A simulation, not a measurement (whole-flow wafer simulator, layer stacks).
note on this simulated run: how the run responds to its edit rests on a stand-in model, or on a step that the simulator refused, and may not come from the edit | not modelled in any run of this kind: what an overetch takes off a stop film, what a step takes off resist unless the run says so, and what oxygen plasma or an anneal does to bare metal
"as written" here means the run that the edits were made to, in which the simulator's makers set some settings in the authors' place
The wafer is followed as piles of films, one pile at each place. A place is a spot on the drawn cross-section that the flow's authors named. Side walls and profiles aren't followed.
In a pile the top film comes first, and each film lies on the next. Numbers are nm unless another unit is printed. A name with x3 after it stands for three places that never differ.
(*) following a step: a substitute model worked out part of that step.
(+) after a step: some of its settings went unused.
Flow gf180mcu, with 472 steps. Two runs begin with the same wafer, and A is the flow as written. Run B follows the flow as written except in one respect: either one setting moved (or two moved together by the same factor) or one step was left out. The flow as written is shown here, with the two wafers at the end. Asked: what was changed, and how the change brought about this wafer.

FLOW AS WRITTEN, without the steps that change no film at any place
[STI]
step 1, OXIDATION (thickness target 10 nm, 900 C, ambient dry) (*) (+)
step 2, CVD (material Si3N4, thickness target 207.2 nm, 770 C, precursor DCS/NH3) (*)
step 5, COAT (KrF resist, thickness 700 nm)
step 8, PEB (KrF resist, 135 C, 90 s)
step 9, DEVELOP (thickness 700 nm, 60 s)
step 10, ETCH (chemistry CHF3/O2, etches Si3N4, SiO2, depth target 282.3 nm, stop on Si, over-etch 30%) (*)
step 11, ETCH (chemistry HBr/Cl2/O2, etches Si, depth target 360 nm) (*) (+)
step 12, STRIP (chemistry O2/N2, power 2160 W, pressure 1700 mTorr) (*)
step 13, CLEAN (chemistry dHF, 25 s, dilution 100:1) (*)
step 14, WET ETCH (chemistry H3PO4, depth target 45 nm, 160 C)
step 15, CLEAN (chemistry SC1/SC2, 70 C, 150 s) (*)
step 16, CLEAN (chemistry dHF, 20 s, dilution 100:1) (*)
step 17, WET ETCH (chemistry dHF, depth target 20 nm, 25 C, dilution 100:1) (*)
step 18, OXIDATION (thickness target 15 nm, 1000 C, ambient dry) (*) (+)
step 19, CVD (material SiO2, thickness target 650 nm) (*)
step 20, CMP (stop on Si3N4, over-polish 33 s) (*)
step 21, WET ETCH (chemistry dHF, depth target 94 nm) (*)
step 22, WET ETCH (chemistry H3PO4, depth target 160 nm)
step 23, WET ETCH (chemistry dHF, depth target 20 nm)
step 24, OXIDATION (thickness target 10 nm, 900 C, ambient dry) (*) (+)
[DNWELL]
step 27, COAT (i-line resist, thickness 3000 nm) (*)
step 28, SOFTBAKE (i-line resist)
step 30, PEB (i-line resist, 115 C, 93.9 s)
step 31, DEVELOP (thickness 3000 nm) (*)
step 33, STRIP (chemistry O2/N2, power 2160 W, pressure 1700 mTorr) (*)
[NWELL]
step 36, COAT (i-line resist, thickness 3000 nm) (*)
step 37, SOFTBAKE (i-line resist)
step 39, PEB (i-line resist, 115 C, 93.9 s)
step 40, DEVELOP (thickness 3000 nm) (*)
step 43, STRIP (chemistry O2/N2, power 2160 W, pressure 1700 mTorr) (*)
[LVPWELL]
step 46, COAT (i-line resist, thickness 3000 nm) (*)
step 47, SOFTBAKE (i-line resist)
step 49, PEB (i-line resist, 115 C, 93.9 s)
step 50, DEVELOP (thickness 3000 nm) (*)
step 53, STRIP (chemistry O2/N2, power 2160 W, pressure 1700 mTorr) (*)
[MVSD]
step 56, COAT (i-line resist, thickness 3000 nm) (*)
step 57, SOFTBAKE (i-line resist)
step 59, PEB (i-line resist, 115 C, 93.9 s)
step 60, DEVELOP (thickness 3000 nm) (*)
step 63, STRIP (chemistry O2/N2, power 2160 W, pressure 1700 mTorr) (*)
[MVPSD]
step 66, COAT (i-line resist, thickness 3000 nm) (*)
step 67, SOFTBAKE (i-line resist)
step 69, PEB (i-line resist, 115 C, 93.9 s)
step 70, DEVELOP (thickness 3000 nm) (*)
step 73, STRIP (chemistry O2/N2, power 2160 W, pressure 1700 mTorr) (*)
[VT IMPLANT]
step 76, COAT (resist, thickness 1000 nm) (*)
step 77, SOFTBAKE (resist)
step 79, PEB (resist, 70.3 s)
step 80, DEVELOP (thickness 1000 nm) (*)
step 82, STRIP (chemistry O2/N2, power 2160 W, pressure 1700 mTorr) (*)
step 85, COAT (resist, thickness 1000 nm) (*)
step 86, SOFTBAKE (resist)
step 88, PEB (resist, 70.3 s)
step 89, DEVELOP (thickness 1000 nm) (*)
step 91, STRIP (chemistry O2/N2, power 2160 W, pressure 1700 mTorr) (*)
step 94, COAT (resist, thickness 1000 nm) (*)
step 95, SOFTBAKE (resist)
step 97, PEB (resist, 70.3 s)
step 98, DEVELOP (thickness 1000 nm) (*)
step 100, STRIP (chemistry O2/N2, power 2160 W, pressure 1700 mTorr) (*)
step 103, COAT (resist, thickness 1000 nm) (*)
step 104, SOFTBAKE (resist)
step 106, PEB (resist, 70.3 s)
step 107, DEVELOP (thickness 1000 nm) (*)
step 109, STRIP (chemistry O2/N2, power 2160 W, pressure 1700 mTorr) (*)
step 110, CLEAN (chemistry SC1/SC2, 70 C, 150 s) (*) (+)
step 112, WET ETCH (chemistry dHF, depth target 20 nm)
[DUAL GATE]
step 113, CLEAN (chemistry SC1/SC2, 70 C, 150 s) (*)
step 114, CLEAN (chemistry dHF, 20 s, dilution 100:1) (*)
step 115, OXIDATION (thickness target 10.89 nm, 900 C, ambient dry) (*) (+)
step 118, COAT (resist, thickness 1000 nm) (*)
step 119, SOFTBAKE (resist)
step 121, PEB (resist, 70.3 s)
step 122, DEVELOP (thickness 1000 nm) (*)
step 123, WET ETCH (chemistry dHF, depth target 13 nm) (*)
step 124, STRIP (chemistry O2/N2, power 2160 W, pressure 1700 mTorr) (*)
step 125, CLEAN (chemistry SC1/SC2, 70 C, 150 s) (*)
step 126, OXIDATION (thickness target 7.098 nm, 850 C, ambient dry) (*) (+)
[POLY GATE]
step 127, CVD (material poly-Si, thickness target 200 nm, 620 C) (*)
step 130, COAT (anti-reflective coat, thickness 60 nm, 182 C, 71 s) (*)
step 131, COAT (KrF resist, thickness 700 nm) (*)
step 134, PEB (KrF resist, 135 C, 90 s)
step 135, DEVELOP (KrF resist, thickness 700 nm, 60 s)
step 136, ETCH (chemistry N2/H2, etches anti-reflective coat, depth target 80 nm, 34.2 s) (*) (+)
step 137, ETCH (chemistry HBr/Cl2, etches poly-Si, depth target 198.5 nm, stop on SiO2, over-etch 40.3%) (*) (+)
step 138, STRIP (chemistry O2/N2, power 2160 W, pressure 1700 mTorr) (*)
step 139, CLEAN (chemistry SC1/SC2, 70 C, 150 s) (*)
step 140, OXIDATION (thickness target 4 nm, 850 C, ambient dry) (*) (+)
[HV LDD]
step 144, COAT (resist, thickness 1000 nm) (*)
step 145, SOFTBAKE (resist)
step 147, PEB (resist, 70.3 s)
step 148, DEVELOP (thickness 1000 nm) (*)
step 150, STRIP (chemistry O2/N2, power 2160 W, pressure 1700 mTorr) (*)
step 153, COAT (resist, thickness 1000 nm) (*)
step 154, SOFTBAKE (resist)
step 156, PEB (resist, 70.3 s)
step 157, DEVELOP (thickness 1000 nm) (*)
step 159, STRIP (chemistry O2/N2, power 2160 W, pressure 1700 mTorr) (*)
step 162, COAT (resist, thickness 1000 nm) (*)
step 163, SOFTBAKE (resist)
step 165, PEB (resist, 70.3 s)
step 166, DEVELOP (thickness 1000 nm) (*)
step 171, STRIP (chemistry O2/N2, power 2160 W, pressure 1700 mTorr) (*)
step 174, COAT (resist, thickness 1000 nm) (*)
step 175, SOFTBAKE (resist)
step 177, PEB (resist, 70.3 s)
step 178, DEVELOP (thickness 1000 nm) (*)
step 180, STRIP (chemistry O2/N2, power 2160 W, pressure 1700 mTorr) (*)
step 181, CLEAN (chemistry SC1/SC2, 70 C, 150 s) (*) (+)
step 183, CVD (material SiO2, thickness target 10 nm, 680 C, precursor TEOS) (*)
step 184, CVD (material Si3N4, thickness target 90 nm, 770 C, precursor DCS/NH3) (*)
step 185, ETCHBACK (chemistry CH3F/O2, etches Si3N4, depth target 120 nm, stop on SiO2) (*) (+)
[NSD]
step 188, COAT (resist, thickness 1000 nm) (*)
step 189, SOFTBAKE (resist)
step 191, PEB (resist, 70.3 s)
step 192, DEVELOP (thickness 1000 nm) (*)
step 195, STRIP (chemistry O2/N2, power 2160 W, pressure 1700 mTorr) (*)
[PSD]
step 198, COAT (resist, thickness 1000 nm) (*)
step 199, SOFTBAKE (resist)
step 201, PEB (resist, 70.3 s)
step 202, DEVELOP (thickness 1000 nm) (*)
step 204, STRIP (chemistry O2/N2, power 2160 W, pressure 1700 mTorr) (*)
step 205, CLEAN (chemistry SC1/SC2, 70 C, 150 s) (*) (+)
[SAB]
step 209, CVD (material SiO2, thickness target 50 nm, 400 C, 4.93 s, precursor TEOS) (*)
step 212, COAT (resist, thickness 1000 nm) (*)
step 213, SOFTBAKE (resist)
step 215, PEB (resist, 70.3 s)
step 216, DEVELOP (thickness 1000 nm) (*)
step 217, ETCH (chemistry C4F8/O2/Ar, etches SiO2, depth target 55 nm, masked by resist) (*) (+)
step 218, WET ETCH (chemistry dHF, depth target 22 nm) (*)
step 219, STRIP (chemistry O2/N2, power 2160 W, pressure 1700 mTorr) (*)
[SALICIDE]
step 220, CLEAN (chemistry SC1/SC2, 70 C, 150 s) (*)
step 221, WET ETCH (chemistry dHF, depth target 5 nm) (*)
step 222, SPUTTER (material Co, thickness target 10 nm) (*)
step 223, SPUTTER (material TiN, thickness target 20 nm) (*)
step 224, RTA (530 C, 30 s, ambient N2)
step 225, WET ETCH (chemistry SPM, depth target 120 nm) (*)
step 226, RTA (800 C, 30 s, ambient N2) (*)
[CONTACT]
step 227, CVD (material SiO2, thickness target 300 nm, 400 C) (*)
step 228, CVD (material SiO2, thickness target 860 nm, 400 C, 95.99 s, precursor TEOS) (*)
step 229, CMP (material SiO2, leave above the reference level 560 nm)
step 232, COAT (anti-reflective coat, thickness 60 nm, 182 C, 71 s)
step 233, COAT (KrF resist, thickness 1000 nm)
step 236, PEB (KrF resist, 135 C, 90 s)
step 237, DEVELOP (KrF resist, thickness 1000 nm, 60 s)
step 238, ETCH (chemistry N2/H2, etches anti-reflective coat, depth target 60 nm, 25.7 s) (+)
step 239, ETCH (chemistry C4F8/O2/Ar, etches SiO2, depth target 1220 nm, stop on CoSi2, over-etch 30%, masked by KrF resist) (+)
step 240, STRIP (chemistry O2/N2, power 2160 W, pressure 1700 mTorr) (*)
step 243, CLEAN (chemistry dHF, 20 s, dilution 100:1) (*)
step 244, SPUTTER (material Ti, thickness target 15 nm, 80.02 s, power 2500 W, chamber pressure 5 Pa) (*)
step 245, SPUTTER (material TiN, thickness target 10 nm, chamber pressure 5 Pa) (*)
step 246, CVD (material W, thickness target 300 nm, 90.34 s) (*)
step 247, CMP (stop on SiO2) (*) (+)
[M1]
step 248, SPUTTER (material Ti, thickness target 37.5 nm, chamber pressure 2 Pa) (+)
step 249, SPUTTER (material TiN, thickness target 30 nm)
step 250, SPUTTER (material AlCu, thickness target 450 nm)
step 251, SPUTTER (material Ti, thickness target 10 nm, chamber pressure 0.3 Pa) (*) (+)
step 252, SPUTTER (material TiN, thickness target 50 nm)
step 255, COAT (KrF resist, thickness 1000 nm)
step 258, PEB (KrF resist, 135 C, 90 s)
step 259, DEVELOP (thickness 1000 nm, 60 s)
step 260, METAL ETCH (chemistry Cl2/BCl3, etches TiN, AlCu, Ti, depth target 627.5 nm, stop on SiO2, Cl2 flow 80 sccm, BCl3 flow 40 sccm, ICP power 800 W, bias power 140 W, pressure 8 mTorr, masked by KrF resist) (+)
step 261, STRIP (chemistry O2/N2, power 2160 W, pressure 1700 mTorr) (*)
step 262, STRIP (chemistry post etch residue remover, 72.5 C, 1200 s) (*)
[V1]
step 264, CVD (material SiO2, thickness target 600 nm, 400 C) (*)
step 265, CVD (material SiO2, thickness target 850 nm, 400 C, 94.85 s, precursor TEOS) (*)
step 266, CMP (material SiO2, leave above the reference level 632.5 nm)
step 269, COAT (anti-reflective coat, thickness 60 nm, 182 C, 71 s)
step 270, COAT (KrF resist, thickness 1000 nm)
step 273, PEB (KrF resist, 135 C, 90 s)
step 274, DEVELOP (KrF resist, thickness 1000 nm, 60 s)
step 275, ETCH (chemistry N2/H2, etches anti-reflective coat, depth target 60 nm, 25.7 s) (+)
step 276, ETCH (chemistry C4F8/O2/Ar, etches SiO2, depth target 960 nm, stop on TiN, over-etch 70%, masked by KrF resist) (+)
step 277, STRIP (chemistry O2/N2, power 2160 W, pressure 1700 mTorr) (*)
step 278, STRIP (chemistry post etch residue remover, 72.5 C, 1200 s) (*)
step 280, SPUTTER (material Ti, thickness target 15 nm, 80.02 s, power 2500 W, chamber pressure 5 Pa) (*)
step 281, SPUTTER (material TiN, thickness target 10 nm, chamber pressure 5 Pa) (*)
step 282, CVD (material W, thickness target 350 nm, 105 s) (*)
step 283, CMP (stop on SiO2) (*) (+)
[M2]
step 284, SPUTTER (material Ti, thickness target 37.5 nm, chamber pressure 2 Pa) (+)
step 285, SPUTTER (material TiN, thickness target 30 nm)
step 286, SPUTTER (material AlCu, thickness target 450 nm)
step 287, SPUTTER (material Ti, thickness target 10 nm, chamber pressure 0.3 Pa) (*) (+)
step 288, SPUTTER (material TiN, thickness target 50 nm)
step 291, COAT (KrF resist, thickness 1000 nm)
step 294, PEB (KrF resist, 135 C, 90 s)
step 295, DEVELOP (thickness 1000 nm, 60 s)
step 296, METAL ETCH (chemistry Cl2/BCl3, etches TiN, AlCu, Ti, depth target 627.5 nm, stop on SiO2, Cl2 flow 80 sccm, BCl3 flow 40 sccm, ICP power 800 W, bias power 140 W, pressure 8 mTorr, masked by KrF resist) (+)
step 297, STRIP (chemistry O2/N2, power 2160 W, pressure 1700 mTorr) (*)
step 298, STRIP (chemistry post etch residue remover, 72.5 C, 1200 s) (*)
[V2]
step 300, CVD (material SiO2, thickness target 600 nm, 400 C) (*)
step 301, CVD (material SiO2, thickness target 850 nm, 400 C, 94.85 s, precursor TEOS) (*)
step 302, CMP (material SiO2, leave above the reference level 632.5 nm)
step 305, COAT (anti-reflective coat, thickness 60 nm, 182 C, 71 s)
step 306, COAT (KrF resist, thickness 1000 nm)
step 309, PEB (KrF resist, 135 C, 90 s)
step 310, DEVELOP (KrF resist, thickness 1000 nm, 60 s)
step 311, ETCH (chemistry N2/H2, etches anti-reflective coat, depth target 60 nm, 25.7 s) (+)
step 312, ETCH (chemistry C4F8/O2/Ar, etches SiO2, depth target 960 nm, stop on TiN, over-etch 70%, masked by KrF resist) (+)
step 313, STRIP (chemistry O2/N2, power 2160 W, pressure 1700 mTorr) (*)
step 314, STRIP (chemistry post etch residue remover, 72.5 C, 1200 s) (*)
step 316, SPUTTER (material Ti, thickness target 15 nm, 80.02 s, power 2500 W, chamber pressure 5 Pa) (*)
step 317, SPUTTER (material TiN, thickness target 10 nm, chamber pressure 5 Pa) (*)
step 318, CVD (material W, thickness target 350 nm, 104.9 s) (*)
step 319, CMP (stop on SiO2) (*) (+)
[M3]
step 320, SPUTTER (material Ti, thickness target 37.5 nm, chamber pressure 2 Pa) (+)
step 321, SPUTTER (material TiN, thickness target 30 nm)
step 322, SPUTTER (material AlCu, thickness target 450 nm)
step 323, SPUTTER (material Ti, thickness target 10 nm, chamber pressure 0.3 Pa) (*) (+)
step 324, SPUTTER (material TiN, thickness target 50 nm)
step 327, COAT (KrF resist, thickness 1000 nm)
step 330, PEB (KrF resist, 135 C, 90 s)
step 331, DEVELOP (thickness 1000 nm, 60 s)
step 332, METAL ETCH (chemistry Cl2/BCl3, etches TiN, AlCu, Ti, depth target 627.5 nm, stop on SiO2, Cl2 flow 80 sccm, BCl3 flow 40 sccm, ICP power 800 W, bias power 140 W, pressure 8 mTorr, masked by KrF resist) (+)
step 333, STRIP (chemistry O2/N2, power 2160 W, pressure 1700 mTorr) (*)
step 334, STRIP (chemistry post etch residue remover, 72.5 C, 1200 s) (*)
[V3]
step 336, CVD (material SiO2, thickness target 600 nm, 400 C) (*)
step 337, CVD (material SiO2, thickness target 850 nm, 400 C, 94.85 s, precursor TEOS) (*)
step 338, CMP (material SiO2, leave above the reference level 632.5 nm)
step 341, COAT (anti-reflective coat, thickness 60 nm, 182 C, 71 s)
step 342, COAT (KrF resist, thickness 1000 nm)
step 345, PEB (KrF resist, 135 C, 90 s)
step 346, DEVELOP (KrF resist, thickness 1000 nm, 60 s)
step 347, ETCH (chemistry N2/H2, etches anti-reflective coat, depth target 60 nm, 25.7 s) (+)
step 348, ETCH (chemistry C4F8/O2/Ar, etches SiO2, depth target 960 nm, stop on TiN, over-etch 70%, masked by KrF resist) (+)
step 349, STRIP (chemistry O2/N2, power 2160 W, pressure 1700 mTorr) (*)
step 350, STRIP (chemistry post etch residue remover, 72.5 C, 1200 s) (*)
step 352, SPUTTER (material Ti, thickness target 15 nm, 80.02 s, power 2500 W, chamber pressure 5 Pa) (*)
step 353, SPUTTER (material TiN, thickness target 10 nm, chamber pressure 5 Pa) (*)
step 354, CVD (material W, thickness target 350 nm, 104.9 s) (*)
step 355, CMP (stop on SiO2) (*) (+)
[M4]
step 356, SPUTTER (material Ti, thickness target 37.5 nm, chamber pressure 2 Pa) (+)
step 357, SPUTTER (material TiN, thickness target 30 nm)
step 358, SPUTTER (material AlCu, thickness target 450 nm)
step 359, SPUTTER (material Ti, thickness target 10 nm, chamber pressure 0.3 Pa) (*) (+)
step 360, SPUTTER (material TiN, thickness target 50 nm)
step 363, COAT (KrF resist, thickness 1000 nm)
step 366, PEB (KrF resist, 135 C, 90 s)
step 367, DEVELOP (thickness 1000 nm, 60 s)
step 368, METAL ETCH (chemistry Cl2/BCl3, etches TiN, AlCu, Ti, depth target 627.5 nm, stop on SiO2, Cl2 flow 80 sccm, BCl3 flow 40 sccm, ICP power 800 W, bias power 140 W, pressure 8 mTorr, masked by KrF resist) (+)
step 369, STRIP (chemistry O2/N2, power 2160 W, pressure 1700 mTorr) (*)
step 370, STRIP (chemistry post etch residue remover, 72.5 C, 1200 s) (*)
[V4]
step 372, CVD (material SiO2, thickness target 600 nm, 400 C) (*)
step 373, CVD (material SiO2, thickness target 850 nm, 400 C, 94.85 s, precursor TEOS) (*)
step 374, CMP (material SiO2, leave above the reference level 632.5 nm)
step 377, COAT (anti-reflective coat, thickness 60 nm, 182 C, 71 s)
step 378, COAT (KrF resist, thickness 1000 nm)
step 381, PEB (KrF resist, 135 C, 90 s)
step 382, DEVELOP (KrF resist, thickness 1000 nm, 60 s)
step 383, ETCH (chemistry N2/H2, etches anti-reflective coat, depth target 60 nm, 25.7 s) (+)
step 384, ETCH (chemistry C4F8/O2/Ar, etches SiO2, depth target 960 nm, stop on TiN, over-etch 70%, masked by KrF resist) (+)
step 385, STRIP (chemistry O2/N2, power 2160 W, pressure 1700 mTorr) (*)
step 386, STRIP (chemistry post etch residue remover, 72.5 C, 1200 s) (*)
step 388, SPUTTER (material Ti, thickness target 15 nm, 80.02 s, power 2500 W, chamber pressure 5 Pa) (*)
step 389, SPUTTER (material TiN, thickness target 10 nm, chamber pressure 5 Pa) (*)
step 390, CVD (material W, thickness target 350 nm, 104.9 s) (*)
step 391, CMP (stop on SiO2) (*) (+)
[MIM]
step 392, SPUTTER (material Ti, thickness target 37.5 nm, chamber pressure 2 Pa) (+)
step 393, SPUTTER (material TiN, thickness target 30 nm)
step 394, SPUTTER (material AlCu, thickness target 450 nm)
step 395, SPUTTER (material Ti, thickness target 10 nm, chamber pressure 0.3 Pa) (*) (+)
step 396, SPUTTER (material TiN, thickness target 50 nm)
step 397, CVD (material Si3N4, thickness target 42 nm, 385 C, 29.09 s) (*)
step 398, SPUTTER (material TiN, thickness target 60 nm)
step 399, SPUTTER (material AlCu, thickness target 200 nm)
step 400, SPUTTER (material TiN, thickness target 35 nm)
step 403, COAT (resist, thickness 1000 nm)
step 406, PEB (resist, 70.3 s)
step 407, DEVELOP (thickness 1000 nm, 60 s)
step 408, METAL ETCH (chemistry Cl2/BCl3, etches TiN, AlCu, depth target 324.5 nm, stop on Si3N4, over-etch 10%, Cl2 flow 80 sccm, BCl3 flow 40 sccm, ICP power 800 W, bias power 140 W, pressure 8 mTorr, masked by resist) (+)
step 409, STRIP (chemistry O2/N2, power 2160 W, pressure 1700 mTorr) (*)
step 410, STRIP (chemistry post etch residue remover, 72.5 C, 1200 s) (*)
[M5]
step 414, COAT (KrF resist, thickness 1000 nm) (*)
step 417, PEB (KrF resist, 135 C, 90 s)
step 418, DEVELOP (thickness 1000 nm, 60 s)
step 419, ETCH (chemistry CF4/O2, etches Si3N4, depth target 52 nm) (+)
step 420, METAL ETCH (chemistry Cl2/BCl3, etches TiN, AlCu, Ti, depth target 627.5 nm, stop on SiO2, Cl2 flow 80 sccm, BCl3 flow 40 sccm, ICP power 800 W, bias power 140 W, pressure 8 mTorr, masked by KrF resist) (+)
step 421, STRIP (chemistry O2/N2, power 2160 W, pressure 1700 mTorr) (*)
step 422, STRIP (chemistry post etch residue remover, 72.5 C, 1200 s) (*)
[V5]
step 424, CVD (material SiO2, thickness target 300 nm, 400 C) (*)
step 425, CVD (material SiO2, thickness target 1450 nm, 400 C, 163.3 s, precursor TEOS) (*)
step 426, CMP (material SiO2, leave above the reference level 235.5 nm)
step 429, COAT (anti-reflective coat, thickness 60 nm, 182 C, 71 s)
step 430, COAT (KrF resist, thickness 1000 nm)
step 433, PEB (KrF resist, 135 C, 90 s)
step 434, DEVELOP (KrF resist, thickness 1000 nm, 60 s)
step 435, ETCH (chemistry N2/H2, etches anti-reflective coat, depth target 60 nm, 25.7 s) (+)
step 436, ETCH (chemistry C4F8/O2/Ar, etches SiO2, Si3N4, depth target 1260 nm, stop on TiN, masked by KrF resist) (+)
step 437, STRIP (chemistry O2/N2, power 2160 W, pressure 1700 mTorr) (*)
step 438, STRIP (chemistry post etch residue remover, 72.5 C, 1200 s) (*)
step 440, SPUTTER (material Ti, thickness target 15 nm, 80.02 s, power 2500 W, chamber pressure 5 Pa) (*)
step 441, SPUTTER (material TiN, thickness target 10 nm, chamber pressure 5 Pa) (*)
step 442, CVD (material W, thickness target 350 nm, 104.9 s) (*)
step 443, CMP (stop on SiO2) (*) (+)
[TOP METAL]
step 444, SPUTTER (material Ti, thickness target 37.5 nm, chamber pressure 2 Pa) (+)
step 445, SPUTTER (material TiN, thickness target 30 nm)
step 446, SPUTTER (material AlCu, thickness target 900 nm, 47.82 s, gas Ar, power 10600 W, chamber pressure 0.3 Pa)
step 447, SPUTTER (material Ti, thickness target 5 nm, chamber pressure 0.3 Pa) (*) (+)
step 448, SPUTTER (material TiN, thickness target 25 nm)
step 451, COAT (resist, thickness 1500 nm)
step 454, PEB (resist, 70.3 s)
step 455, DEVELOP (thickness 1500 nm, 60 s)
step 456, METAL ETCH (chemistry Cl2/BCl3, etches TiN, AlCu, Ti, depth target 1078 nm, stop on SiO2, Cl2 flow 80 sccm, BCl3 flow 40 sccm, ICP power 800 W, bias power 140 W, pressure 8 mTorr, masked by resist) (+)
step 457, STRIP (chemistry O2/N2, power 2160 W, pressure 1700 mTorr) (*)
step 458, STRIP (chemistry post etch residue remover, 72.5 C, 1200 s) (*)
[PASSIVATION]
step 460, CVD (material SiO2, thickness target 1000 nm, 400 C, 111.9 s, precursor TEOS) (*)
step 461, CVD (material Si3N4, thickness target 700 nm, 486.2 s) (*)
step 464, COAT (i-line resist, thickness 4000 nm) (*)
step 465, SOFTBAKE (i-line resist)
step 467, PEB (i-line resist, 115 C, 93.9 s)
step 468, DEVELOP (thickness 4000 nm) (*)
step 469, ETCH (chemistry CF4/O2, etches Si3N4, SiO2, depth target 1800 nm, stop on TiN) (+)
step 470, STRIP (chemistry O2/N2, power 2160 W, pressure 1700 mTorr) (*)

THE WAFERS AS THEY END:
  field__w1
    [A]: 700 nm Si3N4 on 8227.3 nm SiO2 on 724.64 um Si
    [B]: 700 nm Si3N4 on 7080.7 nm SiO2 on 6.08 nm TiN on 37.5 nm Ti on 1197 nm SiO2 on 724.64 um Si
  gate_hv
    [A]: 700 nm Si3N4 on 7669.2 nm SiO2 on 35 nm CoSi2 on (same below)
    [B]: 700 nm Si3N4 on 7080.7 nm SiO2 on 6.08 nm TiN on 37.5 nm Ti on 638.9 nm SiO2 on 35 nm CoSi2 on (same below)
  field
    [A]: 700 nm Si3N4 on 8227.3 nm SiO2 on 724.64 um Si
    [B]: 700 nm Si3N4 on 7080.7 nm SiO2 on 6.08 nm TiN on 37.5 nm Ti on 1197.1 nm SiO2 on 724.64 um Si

Cause: step 250, SPUTTER: thickness target 544 nm was run, whereas the flow has thickness target 450 nm.

The path from the change to this, step by step:
  step 250, SPUTTER (material AlCu, thickness target 450 nm)
      field, field__w1, field__w2 and 108 more: A +450 AlCu (new film) | B +544 AlCu (new film)
  step 260, METAL ETCH (chemistry Cl2/BCl3, etches TiN, AlCu, Ti, depth target 627.5 nm, stop on SiO2, Cl2 flow 80 sccm, BCl3 flow 40 sccm, ICP power 800 W, bias power 140 W, pressure 8 mTorr, masked by KrF resist) (+)
      field, field__w1, field__w2 and 99 more: A -50 TiN (all of it), -10 Ti (all of it), -450 AlCu (all of it), -30 TiN (all of it), -37.5 Ti (all of it) | B -50 TiN (all of it), -10 Ti (all of it), -544 AlCu (all of it), -23.5 TiN
  step 264, CVD (material SiO2, thickness target 600 nm, 400 C) (*)
      field, field__w1, field__w2 and 99 more: A +600 SiO2 | B +600 SiO2 (new film)
  step 266, CMP (material SiO2, leave above the reference level 632.5 nm)
      field, field__w1, field__w2 and 99 more: A -300 SiO2 | B -249.6 SiO2
If metal films that touch count as one body, field__w1 has 1 body; the flow as written gives 0 bodies.
If metal films that touch count as one body, gate_hv has 2 bodies (between them, from the top down: SiO2 638.9); the flow as written gives 1 body.
If metal films that touch count as one body, field has 1 body; the flow as written gives 0 bodies.
